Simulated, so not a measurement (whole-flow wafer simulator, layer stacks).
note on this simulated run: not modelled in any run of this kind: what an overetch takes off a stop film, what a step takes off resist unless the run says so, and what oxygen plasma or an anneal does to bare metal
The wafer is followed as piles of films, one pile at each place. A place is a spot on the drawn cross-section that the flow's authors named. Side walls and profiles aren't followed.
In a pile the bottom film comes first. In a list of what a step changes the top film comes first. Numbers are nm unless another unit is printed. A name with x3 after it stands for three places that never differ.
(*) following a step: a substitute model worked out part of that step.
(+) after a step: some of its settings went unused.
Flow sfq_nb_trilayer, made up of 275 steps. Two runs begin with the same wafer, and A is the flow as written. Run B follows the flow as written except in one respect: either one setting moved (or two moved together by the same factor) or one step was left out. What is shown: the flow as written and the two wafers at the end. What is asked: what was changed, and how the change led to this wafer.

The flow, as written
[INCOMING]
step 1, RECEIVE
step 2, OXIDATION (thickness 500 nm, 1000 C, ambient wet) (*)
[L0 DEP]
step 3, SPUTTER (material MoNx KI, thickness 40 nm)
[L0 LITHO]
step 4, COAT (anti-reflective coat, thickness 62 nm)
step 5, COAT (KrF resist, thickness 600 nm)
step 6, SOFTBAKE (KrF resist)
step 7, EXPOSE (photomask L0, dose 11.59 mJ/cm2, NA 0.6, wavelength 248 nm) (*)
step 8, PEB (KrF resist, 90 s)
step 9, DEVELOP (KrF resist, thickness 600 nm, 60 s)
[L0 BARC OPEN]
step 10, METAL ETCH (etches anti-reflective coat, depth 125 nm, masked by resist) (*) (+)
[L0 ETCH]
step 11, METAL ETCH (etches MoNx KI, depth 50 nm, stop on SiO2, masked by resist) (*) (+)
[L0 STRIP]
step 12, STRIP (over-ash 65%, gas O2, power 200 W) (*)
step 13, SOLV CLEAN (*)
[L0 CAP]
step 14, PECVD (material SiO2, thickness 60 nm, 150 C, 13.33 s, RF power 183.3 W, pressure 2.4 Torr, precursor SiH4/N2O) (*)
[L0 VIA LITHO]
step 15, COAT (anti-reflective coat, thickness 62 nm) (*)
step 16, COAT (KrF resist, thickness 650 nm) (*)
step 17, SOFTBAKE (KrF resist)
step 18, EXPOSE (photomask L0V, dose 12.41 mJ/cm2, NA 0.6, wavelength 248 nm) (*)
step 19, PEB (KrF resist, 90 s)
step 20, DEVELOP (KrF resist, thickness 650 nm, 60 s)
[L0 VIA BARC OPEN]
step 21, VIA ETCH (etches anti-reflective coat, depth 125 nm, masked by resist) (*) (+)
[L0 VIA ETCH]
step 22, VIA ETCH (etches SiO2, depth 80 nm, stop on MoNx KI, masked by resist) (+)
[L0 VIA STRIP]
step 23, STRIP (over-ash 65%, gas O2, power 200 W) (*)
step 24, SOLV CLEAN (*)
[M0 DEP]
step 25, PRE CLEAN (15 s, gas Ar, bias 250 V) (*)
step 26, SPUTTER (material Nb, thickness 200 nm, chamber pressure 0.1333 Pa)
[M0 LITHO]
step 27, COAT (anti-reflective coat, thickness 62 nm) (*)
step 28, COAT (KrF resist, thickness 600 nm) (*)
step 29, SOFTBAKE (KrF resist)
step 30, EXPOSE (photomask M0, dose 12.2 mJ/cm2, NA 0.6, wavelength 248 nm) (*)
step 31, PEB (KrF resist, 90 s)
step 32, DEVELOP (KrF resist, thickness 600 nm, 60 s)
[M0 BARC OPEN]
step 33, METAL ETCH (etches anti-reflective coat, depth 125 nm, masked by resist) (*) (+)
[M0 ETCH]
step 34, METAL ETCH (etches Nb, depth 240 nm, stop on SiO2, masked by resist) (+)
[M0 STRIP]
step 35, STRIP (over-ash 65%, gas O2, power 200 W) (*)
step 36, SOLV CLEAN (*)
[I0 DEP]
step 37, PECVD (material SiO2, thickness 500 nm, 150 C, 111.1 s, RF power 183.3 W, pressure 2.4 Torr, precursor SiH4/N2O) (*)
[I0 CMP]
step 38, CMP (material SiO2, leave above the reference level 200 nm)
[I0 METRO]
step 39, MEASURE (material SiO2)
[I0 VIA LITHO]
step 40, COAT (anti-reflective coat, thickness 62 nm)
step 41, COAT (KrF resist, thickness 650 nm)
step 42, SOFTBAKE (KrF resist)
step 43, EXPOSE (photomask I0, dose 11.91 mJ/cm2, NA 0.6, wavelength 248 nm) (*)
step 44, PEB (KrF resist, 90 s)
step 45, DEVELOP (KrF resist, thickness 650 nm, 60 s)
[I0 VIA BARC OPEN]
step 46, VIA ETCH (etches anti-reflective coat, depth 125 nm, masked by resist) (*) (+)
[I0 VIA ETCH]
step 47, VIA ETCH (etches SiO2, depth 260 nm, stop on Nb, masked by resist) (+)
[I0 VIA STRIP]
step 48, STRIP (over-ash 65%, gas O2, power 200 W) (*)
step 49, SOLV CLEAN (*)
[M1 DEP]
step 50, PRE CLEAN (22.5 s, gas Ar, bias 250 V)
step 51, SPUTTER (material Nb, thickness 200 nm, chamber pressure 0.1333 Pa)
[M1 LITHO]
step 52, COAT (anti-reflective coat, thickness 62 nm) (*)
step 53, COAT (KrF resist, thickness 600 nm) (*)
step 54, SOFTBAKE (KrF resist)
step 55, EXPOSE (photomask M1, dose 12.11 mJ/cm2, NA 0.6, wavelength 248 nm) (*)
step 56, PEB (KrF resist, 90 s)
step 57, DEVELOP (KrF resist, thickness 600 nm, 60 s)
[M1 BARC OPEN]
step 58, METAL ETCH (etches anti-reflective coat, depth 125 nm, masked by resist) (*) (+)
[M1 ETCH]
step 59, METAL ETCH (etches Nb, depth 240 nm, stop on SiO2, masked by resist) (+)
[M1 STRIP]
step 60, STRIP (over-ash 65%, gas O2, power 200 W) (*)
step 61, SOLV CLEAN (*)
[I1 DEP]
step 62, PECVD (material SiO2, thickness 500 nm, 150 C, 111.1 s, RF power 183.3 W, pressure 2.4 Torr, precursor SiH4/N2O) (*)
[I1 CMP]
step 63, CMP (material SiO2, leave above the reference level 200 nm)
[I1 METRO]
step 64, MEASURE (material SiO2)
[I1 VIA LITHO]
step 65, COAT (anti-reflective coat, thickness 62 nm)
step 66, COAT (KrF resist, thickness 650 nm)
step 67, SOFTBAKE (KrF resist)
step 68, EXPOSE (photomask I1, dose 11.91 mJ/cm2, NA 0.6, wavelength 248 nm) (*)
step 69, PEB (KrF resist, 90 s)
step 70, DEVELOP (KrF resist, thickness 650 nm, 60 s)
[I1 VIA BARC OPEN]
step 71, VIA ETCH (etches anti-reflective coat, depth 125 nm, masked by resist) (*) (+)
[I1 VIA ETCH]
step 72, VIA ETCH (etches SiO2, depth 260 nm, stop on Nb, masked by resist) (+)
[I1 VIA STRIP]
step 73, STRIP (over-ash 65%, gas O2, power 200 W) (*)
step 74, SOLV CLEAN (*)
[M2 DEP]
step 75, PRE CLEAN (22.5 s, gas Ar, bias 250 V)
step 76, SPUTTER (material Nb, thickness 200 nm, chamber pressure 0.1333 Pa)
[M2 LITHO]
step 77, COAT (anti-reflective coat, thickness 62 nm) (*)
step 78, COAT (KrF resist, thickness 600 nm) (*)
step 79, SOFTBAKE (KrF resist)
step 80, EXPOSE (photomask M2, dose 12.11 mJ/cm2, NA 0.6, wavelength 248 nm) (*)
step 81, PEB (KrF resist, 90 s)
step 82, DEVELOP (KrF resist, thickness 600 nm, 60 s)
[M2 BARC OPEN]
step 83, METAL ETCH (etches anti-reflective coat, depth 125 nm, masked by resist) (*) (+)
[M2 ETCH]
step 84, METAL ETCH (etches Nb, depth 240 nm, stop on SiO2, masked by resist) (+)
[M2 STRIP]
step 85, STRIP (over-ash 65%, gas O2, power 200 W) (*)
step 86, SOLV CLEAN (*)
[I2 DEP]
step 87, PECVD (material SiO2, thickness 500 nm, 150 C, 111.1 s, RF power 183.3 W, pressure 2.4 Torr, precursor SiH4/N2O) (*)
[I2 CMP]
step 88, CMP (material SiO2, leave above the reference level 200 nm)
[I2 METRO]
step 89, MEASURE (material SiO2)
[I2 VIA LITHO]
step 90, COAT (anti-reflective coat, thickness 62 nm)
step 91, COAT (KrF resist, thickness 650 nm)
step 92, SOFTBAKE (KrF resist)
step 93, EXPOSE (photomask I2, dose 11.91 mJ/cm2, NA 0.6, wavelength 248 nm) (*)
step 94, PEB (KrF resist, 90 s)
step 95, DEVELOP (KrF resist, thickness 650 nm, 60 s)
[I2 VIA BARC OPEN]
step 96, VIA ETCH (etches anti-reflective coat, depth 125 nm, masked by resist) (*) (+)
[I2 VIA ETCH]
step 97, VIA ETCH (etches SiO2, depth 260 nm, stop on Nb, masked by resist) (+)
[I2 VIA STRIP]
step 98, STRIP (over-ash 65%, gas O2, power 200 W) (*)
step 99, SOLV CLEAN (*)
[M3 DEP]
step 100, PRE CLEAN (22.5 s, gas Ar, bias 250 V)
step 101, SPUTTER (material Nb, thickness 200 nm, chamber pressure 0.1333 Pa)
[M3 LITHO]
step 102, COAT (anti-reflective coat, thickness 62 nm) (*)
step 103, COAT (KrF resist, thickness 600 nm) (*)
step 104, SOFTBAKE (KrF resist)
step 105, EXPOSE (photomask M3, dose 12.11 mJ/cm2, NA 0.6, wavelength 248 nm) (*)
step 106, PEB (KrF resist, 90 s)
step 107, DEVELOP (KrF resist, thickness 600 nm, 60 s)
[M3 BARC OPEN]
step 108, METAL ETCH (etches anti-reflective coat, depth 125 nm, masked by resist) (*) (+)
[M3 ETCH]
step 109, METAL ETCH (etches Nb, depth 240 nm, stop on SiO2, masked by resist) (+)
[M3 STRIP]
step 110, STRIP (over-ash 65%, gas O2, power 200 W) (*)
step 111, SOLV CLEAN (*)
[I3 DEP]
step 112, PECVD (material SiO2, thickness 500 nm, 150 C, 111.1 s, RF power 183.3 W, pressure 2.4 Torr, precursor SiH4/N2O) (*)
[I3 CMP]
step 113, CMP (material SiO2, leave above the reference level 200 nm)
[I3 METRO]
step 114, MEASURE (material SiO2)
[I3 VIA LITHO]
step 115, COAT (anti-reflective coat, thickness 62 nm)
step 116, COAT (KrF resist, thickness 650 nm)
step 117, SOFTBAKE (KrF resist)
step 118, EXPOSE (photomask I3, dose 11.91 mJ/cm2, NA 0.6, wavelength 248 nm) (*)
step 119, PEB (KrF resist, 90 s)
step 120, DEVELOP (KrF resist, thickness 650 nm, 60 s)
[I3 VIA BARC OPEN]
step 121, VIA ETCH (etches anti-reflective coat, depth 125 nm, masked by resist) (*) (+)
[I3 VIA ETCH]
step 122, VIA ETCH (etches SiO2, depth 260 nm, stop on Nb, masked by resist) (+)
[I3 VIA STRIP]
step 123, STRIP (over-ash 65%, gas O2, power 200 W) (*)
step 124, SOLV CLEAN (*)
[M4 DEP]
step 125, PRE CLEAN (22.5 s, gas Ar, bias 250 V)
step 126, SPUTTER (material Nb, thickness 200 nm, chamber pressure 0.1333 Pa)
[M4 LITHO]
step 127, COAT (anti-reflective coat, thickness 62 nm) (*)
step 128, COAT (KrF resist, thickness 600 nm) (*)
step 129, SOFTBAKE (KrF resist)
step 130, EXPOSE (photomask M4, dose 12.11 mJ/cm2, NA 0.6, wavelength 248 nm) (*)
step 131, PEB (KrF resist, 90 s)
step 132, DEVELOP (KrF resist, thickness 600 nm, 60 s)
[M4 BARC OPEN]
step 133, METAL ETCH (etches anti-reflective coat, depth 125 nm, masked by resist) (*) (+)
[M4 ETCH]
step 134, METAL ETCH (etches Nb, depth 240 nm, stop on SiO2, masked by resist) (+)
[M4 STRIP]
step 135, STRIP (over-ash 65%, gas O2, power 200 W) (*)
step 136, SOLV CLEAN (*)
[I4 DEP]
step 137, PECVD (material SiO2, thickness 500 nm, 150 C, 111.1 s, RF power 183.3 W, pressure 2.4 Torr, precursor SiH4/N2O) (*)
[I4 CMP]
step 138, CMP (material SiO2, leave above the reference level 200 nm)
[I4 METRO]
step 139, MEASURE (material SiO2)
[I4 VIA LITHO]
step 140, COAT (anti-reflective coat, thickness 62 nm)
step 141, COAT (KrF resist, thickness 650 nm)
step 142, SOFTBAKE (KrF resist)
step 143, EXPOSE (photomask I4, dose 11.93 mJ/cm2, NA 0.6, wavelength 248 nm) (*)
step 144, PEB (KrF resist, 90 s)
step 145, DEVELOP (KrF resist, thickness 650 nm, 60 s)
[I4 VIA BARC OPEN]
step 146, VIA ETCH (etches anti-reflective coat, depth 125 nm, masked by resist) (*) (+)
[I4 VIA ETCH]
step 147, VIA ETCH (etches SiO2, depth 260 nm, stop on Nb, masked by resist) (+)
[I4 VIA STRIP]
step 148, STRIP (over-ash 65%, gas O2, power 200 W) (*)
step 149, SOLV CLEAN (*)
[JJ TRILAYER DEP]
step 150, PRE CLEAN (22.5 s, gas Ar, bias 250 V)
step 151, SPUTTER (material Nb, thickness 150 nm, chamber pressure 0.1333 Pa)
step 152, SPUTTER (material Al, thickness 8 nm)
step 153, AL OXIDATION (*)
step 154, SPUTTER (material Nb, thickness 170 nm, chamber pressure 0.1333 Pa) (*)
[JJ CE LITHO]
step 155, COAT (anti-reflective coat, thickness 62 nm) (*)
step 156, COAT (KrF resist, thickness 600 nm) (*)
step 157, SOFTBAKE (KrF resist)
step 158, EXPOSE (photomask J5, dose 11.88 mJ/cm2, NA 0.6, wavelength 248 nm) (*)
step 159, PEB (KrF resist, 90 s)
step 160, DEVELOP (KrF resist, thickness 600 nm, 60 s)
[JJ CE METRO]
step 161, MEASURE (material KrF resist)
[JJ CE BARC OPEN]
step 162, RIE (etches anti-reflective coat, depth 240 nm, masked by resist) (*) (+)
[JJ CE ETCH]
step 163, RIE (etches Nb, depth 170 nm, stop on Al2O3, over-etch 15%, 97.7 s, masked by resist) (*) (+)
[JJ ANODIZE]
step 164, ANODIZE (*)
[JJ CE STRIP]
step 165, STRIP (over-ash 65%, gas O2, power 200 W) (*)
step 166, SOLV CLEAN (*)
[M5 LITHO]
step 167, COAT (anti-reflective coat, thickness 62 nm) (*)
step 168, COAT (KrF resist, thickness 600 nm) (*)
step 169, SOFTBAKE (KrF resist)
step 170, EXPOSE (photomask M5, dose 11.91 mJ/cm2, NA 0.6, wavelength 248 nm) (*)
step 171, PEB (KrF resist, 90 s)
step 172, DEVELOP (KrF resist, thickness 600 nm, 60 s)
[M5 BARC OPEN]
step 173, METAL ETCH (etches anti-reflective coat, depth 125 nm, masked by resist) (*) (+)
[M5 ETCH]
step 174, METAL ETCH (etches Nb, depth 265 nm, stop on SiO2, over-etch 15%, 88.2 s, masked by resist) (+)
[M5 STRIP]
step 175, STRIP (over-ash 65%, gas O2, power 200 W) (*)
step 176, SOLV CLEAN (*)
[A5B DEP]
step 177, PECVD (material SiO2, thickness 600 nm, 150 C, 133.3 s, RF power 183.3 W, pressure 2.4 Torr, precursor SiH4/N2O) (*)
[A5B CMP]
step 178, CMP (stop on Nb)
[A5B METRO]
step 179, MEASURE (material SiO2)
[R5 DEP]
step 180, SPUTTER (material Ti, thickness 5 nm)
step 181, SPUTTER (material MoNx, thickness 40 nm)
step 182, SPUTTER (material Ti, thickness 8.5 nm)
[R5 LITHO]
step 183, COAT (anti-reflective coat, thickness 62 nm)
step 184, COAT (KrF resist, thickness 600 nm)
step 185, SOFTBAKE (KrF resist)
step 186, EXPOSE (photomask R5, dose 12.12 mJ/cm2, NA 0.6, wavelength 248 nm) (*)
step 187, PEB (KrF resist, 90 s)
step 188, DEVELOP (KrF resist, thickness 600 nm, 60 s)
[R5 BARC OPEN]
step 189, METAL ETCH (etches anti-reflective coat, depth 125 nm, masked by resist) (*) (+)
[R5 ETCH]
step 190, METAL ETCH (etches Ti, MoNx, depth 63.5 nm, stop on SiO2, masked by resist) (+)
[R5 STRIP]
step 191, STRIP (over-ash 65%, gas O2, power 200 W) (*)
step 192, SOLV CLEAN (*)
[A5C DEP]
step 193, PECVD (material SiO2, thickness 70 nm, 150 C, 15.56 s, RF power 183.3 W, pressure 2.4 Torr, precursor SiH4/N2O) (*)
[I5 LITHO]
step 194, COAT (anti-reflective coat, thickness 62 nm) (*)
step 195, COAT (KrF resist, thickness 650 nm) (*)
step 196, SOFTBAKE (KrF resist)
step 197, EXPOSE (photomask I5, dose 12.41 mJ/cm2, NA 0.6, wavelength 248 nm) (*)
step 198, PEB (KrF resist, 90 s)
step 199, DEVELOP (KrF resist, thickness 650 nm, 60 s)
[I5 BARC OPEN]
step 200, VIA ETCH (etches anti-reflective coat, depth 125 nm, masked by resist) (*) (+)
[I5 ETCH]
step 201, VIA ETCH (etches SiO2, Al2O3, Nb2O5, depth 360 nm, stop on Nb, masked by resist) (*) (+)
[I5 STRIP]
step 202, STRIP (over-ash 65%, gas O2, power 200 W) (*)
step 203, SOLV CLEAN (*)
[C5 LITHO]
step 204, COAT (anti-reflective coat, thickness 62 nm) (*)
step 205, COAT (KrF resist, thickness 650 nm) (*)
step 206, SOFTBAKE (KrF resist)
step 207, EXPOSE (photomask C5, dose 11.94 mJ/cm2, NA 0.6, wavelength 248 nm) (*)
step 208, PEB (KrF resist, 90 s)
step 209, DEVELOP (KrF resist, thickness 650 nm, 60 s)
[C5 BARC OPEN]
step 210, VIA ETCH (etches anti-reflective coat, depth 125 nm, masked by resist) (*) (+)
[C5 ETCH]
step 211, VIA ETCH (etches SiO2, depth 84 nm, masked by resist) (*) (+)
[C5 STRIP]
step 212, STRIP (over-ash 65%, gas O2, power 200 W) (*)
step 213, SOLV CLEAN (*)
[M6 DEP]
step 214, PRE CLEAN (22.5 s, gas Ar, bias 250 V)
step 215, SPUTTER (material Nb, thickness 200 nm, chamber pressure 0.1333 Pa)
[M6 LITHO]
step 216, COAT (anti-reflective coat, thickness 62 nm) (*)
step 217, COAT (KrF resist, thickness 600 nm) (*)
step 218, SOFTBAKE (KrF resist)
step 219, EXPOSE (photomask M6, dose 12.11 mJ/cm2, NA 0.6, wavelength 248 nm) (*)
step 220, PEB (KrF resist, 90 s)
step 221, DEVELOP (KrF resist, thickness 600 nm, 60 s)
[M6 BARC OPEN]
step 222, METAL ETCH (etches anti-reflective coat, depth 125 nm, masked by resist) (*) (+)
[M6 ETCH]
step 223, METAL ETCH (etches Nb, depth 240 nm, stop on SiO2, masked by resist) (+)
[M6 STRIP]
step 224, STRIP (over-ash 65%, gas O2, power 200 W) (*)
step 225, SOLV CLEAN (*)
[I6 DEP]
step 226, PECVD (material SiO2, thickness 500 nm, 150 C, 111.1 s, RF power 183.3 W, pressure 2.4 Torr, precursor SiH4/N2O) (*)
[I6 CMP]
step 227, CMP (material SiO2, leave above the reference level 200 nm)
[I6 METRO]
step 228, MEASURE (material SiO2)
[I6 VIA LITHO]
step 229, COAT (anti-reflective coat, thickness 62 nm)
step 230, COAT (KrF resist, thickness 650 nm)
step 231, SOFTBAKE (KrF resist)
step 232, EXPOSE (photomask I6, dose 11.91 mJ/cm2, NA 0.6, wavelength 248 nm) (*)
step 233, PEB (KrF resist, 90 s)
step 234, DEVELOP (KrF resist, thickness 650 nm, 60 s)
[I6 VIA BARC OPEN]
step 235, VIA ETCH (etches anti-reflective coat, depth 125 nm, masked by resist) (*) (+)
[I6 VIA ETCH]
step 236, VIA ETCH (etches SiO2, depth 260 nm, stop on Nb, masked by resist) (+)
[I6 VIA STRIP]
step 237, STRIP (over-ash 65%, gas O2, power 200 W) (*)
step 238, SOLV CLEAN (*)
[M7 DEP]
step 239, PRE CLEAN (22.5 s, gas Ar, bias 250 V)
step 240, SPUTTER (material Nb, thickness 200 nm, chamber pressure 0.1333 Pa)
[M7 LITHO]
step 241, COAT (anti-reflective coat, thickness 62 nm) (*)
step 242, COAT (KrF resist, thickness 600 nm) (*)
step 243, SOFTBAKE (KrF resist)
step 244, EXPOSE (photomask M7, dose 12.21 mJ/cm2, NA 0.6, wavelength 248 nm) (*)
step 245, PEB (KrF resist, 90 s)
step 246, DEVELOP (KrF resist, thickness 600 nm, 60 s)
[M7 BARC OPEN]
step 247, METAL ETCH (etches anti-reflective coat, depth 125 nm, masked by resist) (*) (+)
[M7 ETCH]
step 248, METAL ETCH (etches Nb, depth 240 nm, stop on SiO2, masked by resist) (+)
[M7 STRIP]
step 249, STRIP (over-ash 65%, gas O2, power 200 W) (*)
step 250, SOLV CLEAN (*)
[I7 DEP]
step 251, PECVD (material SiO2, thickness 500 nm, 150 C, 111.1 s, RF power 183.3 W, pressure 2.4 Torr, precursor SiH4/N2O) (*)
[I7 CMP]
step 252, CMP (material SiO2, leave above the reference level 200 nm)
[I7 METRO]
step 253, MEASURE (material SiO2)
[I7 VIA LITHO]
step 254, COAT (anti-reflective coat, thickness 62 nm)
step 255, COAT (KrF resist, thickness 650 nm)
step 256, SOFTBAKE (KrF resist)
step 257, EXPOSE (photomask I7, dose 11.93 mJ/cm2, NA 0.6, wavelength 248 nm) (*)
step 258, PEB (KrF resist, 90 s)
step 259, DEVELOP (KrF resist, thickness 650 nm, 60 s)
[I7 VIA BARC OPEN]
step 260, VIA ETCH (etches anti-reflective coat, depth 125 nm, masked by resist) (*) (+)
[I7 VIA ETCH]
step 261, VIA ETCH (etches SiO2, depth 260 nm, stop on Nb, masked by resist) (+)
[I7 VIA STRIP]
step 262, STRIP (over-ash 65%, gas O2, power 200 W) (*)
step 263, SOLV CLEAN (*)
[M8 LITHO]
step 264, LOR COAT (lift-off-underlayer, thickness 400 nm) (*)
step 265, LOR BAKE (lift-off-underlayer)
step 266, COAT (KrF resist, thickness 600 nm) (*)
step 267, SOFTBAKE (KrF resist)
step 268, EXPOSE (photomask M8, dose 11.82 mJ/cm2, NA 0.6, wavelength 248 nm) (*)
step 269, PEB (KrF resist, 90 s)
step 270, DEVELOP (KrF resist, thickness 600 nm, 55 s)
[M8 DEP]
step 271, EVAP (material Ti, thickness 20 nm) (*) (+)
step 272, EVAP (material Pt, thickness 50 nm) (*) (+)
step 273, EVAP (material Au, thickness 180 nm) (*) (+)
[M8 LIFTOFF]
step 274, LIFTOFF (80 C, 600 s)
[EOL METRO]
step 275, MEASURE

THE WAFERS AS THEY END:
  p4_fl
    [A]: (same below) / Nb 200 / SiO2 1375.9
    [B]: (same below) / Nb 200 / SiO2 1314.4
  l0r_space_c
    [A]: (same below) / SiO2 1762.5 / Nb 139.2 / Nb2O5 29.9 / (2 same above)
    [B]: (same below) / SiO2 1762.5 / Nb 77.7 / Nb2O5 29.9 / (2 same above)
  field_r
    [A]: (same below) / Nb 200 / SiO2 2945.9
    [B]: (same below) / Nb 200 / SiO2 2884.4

The reason: step 151, SPUTTER: thickness 88.5 nm was run, whereas the flow has thickness 150 nm.

The path from the change to this, step by step:
  step 151, SPUTTER (material Nb, thickness 150 nm, chamber pressure 0.1333 Pa)
      field_l, v_sur, via_sp and 100 more: A +150 Nb (new film) | B +88.5 Nb (new film)
      via_wl, via_wr: A +130.4 Nb | B +63.2 Nb
      (and at 1 other place as well)
  step 154, SPUTTER (material Nb, thickness 170 nm, chamber pressure 0.1333 Pa) (*)
      via_w: A +141 Nb (new film) | B +144.8 Nb (new film)
  step 155, COAT (anti-reflective coat, thickness 62 nm) (*)
      via_wl, via_wr: A +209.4 anti-reflective coat (new film) | B +226.7 anti-reflective coat (new film)
  step 162, RIE (etches anti-reflective coat, depth 240 nm, masked by resist) (*) (+)
      ce_l, c5j, ce_r, wl_jj: A -209.4 KrF resist | B -226.7 KrF resist
      via_wl, via_wr: A -209.4 anti-reflective coat (all of it) | B -226.7 anti-reflective coat (all of it)
  step 163, RIE (etches Nb, depth 170 nm, stop on Al2O3, over-etch 15%, 97.7 s, masked by resist) (*) (+)
      via_w: A -141 Nb (all of it), -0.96 Al2O3 (all of it) | B -144.8 Nb (all of it), -0.96 Al2O3 (all of it)
  step 164, ANODIZE (*)
      via_wl, via_wr: A +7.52 Al2O3 (new film), +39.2 Nb2O5 (new film), -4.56 Al (all of it), -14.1 Nb | B +8.1 Al2O3 (new film), +38.2 Nb2O5 (new film), -4.91 Al (all of it), -13.7 Nb
  step 165, STRIP (over-ash 65%, gas O2, power 200 W) (*)
      ce_l: A -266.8 KrF resist (all of it), -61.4 anti-reflective coat (all of it) | B -249.5 KrF resist (all of it), -61.5 anti-reflective coat (all of it)
      c5j: A -266.9 KrF resist (all of it), -61.5 anti-reflective coat (all of it) | B -249.6 KrF resist (all of it), -61.5 anti-reflective coat (all of it)
      (and at 2 other places as well)
  step 167, COAT (anti-reflective coat, thickness 62 nm) (*)
      via_wl: A +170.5 anti-reflective coat (new film) | B +174.9 anti-reflective coat (new film)
      via_w: A +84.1 anti-reflective coat (new film) | B +78.5 anti-reflective coat (new film)
      (and at 1 other place as well)
  step 174, METAL ETCH (etches Nb, depth 265 nm, stop on SiO2, over-etch 15%, 88.2 s, masked by resist) (+)
      field_l, r_sur, res and 50 more: A -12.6 Al2O3 (all of it), -29.9 Nb2O5 (all of it), -139.2 Nb (all of it), -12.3 SiO2 | B -12.6 Al2O3 (all of it), -29.9 Nb2O5 (all of it), -77.7 Nb (all of it), -18.4 SiO2
  step 175, STRIP (over-ash 65%, gas O2, power 200 W) (*)
      via_wl: A -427 KrF resist (all of it), -170.5 anti-reflective coat (all of it) | B -430 KrF resist (all of it), -174.9 anti-reflective coat (all of it)
      via_w: A -503.5 KrF resist (all of it), -84.1 anti-reflective coat (all of it) | B -497.2 KrF resist (all of it), -78.5 anti-reflective coat (all of it)
      (and at 1 other place as well)
  step 177, PECVD (material SiO2, thickness 600 nm, 150 C, 133.3 s, RF power 183.3 W, pressure 2.4 Torr, precursor SiH4/N2O) (*)
      via_wl, via_wr: A +600 SiO2 (new film) | B +614.7 SiO2 (new film)
  step 178, CMP (stop on Nb)
      field_l, p4_fl, p4_fm and 39 more: A -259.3 SiO2 | B -314.7 SiO2
      r_sur, res, r_end, moat, field_r, lsp_l: A -252.3 SiO2 | B -314.7 SiO2
      (and at 8 other places as well)
